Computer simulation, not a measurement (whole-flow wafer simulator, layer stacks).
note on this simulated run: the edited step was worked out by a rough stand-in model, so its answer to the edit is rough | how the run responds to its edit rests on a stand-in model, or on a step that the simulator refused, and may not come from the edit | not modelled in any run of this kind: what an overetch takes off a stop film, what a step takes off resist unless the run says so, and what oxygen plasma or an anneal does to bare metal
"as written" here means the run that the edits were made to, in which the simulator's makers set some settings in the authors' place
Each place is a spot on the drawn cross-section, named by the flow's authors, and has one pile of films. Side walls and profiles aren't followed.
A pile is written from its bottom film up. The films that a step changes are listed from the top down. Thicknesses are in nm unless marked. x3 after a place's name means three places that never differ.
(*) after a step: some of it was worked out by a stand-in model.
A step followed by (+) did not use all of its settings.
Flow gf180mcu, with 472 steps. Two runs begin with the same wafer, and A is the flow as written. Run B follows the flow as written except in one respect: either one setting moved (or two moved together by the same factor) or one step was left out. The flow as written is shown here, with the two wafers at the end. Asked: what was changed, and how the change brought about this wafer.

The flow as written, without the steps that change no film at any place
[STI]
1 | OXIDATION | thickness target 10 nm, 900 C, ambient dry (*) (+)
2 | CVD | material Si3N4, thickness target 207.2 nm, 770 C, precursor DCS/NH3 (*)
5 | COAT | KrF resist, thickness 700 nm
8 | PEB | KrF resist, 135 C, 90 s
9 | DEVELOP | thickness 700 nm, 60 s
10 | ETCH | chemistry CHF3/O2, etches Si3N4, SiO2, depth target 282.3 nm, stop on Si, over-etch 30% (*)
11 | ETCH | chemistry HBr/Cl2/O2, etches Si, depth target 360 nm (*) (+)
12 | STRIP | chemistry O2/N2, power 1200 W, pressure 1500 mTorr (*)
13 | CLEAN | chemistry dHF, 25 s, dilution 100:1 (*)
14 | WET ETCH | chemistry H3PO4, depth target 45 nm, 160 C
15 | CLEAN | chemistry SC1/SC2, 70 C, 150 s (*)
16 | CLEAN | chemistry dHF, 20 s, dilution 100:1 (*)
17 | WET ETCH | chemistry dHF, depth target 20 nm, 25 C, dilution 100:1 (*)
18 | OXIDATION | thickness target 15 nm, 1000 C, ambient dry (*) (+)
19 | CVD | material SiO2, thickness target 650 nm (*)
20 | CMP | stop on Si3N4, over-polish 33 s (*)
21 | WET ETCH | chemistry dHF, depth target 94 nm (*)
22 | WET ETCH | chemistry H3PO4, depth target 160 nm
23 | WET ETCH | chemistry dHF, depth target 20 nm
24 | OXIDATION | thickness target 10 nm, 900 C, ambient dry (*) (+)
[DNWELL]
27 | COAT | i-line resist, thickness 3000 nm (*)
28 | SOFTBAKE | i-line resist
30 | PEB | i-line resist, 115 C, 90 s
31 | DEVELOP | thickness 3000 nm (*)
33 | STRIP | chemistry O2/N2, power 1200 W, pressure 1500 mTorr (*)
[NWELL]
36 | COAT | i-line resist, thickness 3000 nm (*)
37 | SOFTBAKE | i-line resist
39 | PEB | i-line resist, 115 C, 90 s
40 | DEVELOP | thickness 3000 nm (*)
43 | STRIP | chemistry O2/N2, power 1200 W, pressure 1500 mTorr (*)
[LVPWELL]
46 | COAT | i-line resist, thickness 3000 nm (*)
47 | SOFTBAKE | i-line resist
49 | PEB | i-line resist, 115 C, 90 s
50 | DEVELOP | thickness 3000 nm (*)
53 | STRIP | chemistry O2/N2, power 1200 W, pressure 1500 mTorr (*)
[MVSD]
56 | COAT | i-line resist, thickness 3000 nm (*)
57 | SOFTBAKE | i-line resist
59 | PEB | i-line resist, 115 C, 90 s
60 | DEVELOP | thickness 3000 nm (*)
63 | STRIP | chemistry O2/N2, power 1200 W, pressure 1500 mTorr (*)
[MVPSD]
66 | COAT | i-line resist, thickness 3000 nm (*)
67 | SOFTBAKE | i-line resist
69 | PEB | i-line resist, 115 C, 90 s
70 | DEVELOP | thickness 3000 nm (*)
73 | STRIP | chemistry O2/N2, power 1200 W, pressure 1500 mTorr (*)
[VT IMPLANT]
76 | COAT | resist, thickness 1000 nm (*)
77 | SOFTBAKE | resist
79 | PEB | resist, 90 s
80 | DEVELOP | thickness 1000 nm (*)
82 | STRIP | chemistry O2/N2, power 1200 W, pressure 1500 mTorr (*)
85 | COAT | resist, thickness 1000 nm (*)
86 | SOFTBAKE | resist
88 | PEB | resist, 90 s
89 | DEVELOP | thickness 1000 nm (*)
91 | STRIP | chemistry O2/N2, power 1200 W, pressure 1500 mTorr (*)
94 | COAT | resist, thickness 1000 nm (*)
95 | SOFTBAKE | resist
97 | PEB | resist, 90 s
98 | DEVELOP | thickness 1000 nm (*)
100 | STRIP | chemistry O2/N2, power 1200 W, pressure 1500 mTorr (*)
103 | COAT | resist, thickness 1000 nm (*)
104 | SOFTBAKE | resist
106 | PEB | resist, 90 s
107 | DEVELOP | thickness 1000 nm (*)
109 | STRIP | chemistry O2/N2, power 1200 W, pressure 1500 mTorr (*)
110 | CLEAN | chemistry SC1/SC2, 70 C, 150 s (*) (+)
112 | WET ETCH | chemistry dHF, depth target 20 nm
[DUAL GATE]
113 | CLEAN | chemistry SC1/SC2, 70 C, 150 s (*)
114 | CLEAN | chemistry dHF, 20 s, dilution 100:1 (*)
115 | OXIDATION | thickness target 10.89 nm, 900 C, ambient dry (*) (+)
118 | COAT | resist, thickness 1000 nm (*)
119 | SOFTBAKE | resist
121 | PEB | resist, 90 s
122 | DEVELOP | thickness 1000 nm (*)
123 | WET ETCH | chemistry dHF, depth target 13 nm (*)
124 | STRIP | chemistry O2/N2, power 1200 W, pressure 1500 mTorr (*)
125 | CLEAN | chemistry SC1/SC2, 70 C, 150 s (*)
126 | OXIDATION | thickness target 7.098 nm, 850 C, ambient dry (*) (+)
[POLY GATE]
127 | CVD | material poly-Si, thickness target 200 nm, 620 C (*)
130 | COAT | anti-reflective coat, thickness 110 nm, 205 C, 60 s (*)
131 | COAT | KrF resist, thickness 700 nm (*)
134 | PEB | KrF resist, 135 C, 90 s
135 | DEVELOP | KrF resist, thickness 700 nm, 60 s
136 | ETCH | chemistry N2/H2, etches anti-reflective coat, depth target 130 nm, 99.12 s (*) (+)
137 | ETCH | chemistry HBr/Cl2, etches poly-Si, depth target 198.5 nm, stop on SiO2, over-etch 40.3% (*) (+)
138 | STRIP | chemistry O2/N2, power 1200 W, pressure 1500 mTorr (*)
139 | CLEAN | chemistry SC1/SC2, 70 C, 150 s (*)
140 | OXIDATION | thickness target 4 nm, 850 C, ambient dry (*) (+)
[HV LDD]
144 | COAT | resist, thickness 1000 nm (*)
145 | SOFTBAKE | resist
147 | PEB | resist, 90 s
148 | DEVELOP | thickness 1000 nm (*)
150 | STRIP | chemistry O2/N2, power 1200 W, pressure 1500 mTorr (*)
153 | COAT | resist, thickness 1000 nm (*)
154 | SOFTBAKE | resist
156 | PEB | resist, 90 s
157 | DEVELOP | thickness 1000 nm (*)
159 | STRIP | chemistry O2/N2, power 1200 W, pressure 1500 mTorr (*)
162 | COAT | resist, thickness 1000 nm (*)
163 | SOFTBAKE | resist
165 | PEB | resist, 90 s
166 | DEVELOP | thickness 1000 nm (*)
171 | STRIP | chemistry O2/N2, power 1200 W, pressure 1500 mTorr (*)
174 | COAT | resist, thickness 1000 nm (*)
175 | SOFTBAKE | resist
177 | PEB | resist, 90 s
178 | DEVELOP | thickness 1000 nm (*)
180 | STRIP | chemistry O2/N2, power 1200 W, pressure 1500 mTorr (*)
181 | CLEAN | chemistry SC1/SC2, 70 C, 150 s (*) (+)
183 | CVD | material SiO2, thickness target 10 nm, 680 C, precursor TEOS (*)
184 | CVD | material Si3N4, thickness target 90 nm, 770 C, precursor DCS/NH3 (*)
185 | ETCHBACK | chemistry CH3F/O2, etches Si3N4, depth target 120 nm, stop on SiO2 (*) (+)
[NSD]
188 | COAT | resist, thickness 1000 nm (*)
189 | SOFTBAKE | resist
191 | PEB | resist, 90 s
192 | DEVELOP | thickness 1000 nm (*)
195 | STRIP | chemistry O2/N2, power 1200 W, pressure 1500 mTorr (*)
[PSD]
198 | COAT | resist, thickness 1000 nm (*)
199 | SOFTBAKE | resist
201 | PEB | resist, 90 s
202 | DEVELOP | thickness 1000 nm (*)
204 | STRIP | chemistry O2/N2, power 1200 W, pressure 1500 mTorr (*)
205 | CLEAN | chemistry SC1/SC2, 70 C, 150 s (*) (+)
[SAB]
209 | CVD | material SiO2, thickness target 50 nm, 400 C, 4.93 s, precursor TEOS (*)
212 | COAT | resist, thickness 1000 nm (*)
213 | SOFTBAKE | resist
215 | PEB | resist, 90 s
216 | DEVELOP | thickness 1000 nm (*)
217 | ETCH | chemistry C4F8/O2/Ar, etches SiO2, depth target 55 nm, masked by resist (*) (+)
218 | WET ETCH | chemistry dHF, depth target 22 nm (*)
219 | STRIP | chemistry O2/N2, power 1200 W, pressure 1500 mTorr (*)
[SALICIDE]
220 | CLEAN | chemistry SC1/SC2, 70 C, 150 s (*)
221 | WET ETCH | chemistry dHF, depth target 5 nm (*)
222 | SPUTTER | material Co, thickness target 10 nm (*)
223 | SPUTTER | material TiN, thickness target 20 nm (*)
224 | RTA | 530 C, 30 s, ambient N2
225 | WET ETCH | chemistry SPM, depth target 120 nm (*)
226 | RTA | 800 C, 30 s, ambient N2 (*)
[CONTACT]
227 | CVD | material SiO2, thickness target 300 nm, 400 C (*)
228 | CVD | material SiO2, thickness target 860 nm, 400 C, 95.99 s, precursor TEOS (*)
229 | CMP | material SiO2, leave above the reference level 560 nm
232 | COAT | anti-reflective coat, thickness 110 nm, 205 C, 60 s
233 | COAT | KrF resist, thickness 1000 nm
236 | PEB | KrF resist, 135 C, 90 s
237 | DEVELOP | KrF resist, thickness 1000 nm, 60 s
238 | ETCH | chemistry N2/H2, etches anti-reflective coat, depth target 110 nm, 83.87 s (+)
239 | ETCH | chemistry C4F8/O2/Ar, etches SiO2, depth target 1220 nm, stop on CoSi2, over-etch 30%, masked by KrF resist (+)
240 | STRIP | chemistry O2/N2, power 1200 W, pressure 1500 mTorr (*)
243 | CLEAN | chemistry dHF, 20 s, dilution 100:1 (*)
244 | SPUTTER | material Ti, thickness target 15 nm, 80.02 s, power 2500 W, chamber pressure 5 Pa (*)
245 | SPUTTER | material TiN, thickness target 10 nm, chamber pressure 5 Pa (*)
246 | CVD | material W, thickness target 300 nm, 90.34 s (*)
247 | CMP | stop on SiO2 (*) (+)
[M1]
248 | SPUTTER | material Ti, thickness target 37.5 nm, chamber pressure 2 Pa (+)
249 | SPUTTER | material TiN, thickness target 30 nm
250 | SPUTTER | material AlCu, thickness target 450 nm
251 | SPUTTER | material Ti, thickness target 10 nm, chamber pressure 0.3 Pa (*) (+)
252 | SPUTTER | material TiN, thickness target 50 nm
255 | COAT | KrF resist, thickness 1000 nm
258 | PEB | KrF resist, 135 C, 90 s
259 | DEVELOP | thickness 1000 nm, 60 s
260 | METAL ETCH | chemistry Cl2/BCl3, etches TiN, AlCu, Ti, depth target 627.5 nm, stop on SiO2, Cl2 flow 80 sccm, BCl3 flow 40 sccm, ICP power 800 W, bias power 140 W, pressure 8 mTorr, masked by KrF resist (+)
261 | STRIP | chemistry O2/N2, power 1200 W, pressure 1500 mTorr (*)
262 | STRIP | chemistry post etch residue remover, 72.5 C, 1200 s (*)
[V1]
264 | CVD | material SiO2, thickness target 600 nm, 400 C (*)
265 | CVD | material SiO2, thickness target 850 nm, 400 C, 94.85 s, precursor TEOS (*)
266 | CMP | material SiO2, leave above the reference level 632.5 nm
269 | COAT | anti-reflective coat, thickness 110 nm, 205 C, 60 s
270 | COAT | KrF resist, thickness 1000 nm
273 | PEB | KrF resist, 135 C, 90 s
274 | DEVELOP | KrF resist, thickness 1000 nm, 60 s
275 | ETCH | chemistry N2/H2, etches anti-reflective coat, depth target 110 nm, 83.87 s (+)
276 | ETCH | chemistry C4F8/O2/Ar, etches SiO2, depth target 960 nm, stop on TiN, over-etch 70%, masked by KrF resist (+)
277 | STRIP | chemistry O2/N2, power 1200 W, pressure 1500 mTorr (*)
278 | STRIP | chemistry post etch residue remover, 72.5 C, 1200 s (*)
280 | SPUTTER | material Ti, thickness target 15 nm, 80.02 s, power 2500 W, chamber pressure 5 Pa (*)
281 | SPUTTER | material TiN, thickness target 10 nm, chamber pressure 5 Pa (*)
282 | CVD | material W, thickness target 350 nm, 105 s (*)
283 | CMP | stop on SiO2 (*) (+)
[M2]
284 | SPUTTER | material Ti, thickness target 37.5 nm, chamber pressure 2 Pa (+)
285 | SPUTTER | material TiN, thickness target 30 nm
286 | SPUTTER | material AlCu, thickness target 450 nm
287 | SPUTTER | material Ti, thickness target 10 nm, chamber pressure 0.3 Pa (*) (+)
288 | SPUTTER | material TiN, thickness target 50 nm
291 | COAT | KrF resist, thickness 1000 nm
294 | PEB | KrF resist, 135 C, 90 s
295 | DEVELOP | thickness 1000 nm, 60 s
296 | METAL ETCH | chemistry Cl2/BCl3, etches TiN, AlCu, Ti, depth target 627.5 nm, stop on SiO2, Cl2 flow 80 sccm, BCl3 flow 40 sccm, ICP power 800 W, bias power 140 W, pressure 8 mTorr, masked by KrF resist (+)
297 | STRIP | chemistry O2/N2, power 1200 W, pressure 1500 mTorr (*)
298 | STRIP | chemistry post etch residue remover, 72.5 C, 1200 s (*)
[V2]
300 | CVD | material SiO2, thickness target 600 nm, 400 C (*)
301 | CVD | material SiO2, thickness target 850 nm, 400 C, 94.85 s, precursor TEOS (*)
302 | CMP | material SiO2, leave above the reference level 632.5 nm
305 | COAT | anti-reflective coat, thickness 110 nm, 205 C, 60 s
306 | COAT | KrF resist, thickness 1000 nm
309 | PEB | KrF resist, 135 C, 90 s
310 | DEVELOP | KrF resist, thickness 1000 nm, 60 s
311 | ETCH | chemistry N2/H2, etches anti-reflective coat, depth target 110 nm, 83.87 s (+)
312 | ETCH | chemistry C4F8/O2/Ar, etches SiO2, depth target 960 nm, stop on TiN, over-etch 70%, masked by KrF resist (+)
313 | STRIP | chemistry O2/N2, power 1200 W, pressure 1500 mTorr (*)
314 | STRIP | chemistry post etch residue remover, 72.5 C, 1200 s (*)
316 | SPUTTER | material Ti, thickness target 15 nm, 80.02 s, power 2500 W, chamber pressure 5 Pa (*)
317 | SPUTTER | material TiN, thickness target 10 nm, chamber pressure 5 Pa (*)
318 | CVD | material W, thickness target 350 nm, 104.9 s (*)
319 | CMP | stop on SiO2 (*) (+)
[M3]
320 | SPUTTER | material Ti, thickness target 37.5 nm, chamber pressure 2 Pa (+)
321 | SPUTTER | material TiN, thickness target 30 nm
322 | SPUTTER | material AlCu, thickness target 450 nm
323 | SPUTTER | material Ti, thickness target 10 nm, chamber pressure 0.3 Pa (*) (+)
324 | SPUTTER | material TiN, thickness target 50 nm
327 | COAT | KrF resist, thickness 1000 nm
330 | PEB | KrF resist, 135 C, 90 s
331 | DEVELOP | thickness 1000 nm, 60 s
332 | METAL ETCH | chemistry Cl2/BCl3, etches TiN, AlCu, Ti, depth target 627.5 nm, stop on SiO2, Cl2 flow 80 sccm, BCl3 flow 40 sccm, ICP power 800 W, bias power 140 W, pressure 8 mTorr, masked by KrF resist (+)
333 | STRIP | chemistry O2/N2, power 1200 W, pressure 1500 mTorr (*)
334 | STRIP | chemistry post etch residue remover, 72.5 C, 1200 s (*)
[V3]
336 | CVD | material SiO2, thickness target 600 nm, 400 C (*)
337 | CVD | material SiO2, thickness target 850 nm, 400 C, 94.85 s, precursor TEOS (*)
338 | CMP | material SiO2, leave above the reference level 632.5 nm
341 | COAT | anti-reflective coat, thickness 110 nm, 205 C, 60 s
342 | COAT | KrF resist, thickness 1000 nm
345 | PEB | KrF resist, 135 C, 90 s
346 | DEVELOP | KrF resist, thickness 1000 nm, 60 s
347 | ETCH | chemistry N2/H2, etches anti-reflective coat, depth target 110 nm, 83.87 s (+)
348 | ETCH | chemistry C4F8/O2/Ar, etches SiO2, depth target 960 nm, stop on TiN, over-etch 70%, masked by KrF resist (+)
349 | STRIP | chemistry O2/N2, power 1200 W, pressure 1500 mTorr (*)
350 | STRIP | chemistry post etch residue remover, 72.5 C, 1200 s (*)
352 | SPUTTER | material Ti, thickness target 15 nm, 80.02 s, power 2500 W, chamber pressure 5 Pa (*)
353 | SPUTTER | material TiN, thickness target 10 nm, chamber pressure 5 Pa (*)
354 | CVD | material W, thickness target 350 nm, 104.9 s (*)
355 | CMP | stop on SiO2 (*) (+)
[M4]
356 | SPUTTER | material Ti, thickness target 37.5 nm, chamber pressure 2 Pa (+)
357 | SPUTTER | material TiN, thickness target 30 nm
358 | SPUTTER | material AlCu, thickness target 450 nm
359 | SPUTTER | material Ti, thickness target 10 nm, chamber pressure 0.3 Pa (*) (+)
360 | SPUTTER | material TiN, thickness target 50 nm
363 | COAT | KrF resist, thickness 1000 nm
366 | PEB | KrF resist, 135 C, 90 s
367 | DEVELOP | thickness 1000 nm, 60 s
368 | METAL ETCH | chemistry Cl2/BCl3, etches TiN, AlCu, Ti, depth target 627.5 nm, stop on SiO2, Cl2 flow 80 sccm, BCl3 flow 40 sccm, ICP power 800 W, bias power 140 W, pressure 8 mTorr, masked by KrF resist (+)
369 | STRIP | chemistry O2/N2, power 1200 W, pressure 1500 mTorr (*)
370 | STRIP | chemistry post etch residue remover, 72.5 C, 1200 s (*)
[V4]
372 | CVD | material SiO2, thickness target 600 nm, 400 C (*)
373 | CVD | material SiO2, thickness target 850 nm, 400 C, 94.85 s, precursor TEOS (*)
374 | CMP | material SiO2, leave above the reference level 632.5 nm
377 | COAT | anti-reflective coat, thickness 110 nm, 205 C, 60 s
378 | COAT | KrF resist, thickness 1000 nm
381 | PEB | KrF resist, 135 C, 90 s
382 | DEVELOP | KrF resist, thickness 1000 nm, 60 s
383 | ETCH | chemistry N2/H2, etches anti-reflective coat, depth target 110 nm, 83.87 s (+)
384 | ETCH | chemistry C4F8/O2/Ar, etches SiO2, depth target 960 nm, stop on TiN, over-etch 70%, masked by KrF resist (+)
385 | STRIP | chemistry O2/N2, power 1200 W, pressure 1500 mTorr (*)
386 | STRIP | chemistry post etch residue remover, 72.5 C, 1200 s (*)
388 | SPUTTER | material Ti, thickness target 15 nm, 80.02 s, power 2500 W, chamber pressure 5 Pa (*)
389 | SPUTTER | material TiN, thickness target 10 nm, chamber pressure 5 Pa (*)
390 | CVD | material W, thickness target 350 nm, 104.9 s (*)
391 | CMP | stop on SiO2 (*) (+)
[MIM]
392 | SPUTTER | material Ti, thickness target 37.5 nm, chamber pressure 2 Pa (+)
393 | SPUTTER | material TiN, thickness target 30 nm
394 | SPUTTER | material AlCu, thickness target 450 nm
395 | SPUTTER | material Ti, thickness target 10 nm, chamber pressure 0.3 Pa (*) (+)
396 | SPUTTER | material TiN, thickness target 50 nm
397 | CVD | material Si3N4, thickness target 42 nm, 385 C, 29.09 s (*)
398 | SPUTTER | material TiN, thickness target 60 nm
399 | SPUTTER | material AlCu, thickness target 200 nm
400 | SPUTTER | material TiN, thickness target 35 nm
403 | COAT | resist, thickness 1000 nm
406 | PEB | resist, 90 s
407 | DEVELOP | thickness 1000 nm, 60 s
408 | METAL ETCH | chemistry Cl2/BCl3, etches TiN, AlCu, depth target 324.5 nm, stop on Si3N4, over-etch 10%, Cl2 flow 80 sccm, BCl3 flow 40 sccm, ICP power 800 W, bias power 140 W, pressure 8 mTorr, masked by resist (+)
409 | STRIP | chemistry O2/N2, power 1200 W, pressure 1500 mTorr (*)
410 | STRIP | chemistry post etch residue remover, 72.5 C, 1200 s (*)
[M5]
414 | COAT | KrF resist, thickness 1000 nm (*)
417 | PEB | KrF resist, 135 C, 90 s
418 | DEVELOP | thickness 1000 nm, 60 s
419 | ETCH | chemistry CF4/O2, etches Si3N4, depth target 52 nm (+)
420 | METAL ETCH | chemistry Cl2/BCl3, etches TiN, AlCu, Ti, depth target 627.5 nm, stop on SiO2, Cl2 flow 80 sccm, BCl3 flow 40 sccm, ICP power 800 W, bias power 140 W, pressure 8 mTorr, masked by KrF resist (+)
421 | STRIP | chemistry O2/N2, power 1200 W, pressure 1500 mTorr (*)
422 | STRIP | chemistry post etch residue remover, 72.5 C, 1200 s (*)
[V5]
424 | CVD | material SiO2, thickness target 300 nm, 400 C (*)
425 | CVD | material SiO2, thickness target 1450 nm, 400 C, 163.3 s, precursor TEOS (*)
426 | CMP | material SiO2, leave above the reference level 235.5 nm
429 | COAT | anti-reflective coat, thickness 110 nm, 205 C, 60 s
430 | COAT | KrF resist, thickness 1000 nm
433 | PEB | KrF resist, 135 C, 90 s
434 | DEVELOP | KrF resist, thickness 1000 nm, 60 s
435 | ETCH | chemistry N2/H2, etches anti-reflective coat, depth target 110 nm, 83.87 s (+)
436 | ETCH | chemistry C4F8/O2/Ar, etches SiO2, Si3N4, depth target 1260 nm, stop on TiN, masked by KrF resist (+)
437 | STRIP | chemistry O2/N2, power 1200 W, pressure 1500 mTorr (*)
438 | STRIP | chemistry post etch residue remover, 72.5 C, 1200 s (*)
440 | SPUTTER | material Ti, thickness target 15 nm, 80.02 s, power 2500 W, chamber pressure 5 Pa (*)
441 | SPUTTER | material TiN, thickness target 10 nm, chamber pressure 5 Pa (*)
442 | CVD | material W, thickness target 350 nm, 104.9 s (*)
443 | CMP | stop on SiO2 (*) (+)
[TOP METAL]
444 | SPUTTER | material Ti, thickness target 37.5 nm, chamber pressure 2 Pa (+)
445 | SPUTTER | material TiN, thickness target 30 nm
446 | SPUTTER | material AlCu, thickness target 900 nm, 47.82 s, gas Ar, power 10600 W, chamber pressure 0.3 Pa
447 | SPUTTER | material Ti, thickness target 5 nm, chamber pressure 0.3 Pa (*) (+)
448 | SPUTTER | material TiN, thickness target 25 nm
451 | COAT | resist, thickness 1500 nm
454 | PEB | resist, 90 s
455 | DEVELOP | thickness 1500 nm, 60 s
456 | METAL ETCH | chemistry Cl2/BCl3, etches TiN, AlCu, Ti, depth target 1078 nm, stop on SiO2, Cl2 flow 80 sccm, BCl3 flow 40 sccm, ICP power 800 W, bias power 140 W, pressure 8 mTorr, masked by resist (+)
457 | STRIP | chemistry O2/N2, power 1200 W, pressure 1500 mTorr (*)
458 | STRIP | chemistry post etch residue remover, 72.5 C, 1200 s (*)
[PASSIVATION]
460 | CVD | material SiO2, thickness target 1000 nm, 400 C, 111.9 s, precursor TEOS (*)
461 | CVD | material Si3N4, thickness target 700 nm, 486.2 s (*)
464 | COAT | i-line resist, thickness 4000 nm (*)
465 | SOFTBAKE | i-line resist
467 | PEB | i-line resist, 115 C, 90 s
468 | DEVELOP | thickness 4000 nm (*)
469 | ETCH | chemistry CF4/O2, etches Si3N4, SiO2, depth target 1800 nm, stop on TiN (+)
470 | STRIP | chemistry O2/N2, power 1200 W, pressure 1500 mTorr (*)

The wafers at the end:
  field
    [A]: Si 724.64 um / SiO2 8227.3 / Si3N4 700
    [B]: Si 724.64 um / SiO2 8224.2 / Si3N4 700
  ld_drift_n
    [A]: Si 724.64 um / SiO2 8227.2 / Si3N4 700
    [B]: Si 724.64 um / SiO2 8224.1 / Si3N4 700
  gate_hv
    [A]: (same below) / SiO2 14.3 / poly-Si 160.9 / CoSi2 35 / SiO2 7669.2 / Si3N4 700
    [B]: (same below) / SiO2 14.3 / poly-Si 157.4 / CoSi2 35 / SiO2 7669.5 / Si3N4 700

Cause: step 217, ETCH: depth target 88 nm was run, while the flow as written has depth target 55 nm.

Step by step, how the change led to this:
  217 | ETCH | chemistry C4F8/O2/Ar, etches SiO2, depth target 55 nm, masked by resist (*) (+)
      gate, gate_hv, gate_p and 23 more: A -55 SiO2 | B -60.5 SiO2 (all of it), -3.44 poly-Si
      active, p_well, sd_n, iso_ptap_pw, iso_ntap_nw, iso_ptap_sub, vpnp_e: A -55 SiO2 | B -64 SiO2 (all of it), -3 Si
      (as well as at 78 more places)
  218 | WET ETCH | chemistry dHF, depth target 22 nm (*)
      gate, gate_hv, gate_p and 23 more: A -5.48 SiO2 (all of it) | B nothing
      active, p_well, sd_n, iso_ptap_pw, iso_ntap_nw, iso_ptap_sub, vpnp_e: A -9.01 SiO2 (all of it) | B nothing
      (as well as at 16 more places)
  223 | SPUTTER | material TiN, thickness target 20 nm (*)
      field__w6: A +20 TiN (new film) | B +19.1 TiN (new film)
  225 | WET ETCH | chemistry SPM, depth target 120 nm (*)
      field__w6: A -20 TiN (all of it), -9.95 Co (all of it) | B -19.1 TiN (all of it), -9.71 Co (all of it)
  227 | CVD | material SiO2, thickness target 300 nm, 400 C (*)
      ldn_dft, ldp_dft: A +300 SiO2 | B +312 SiO2
      ld_drift_n: A +300 SiO2 | B +314.5 SiO2
      (as well as at 1 more place)
  229 | CMP | material SiO2, leave above the reference level 560 nm
      ldn_sep__w1, ldn_sep__w2, ldn_out and 6 more: A -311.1 SiO2 | B -281.5 SiO2
      sti, mim_1p0, pad, dice_street, iso_fld_sub: A -297 SiO2 | B -267.4 SiO2
      (as well as at 35 more places)
